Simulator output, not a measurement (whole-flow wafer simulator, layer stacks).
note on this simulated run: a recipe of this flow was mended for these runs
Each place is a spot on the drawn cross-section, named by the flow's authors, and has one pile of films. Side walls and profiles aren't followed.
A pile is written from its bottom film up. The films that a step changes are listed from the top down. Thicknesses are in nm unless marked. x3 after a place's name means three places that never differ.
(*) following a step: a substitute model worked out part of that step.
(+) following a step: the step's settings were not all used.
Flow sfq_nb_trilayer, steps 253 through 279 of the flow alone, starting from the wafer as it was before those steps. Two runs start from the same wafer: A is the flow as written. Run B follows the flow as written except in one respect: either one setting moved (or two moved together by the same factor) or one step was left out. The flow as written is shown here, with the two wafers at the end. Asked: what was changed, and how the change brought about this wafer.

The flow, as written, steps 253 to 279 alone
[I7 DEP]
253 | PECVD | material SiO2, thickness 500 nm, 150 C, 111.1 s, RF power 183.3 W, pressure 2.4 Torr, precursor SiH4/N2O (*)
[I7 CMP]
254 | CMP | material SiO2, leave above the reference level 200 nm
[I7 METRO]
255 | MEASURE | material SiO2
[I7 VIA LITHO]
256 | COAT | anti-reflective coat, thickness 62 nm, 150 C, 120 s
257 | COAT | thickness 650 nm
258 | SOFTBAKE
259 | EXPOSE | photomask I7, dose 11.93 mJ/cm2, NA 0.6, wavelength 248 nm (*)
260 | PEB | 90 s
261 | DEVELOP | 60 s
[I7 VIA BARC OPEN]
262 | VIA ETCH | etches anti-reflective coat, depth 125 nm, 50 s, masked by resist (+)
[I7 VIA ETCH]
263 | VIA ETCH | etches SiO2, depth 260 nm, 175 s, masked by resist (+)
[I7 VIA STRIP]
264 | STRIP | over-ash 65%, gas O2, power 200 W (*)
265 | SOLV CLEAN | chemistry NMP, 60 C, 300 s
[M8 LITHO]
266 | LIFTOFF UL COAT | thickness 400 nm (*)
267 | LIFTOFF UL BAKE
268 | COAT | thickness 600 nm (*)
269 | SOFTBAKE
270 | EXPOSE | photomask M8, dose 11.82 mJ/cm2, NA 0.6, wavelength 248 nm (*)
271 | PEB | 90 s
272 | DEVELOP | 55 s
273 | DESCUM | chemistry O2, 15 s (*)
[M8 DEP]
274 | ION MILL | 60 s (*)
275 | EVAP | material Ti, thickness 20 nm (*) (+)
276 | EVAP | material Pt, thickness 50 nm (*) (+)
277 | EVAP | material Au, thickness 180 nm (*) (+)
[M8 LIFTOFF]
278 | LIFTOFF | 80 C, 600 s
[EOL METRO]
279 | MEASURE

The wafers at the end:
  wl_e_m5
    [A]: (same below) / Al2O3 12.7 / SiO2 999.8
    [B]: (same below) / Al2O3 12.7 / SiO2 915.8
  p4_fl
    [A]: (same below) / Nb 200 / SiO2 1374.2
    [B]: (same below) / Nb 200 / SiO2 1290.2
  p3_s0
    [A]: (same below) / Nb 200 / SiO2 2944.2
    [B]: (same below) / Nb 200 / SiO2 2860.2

Cause: step 253, PECVD: thickness 320 nm was run, whereas the flow has thickness 500 nm; step 253, PECVD: 71.11 s was run, where the flow has 111.1 s.

How this came from the change, step by step:
  253 | PECVD | material SiO2, thickness 500 nm, 150 C, 111.1 s, RF power 183.3 W, pressure 2.4 Torr, precursor SiH4/N2O (*)
      field_l, p4_fl, p4_fm and 56 more: A +500 SiO2 | B +320 SiO2
      v_sur, via_wl, via_w and 37 more: A +500 SiO2 (new film) | B +320 SiO2 (new film)
      (as well as at 7 more places)
  254 | CMP | material SiO2, leave above the reference level 200 nm
      field_l, p4_fl, p4_fm and 56 more: A -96 SiO2 | B nothing
      field_r, lsp_l: A -73.2 SiO2 | B nothing
      (as well as at 45 more places)
  256 | COAT | anti-reflective coat, thickness 62 nm, 150 C, 120 s
      m0r_line_l, m0r_line_r, m6r_line_l, m6r_line_r: A +62 anti-reflective coat (new film) | B +68 anti-reflective coat (new film)
      m0r_space_l, m0r_space_r, m6r_space_l, m6r_space_r: A +62 anti-reflective coat (new film) | B +83.4 anti-reflective coat (new film)
      (as well as at 82 more places)
  257 | COAT | thickness 650 nm
      m0r_line_l, m0r_line_r, m6r_line_l, m6r_line_r: A +650 KrF-resist-other-grade (new film) | B +666.8 KrF-resist-other-grade (new film)
      gap, r_sur, wl_f_sr: A +650 KrF-resist-other-grade (new film) | B +636.5 KrF-resist-other-grade (new film)
      (as well as at 35 more places)
  261 | DEVELOP | 60 s
      via_wl: A -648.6 KrF-resist-other-grade (all of it) | B -624.4 KrF-resist-other-grade (all of it)
      via_w: A -648.6 KrF-resist-other-grade (all of it) | B -617.1 KrF-resist-other-grade (all of it)
      (as well as at 1 more place)
  262 | VIA ETCH | etches anti-reflective coat, depth 125 nm, 50 s, masked by resist (+)
      via_wl: A -62 anti-reflective coat (all of it), -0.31 SiO2 | B -56.7 anti-reflective coat (all of it), -0.34 SiO2
      via_w: A -62 anti-reflective coat (all of it), -0.31 SiO2 | B -68.7 anti-reflective coat (all of it), -0.28 SiO2
      (as well as at 1 more place)
  264 | STRIP | over-ash 65%, gas O2, power 200 W (*)
      m0r_line_l, m0r_line_r, m6r_line_l, m6r_line_r: A -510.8 KrF-resist-other-grade (all of it), -62 anti-reflective coat (all of it) | B -527.6 KrF-resist-other-grade (all of it), -68 anti-reflective coat (all of it)
      m0r_space_l, m0r_space_r, m6r_space_l, m6r_space_r: A -510.8 KrF-resist-other-grade (all of it), -62 anti-reflective coat (all of it) | B -514.9 KrF-resist-other-grade (all of it), -83.4 anti-reflective coat (all of it)
      (as well as at 82 more places)
  266 | LIFTOFF UL COAT | thickness 400 nm (*)
      m0r_line_l, m0r_line_r, m6r_line_l, m6r_line_r: A +400 lift-off-underlayer (new film) | B +420 lift-off-underlayer (new film)
      m0r_space_l, m0r_space_r, m6r_space_l, m6r_space_r: A +400 lift-off-underlayer (new film) | B +426.8 lift-off-underlayer (new film)
      (as well as at 70 more places)
  268 | COAT | thickness 600 nm (*)
      wl_c_m6, wl_e_sl: A +600 KrF-resist-other-grade (new film) | B +614.8 KrF-resist-other-grade (new film)
      wl_d_m1, wl_d_sr: A +600 KrF-resist-other-grade (new film) | B +614 KrF-resist-other-grade (new film)
      (as well as at 8 more places)
  272 | DEVELOP | 55 s
      field_l: A -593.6 KrF-resist-other-grade (all of it), -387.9 lift-off-underlayer (all of it) | B -602.7 KrF-resist-other-grade (all of it), -417.8 lift-off-underlayer (all of it)
      v_sur: A -607.6 KrF-resist-other-grade (all of it), -368.7 lift-off-underlayer (all of it) | B -597.3 KrF-resist-other-grade (all of it), -339.5 lift-off-underlayer (all of it)
      (as well as at 9 more places)
  278 | LIFTOFF | 80 C, 600 s
      m0r_line_l, m0r_line_r, m6r_line_l, m6r_line_r: A -180 Au (all of it), -50 Pt (all of it), -20 Ti (all of it), -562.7 KrF-resist-other-grade (all of it), -400 lift-off-underlayer (all of it) | B -180 Au (all of it), -50 Pt (all of it), -20 Ti (all of it), -570 KrF-resist-other-grade (all of it), -420 lift-off-underlayer (all of it)
      m0r_space_l, m0r_space_r, m6r_space_l, m6r_space_r: A -180 Au (all of it), -50 Pt (all of it), -20 Ti (all of it), -562.7 KrF-resist-other-grade (all of it), -400 lift-off-underlayer (all of it) | B -180 Au (all of it), -50 Pt (all of it), -20 Ti (all of it), -564.5 KrF-resist-other-grade (all of it), -426.8 lift-off-underlayer (all of it)
      (as well as at 59 more places)
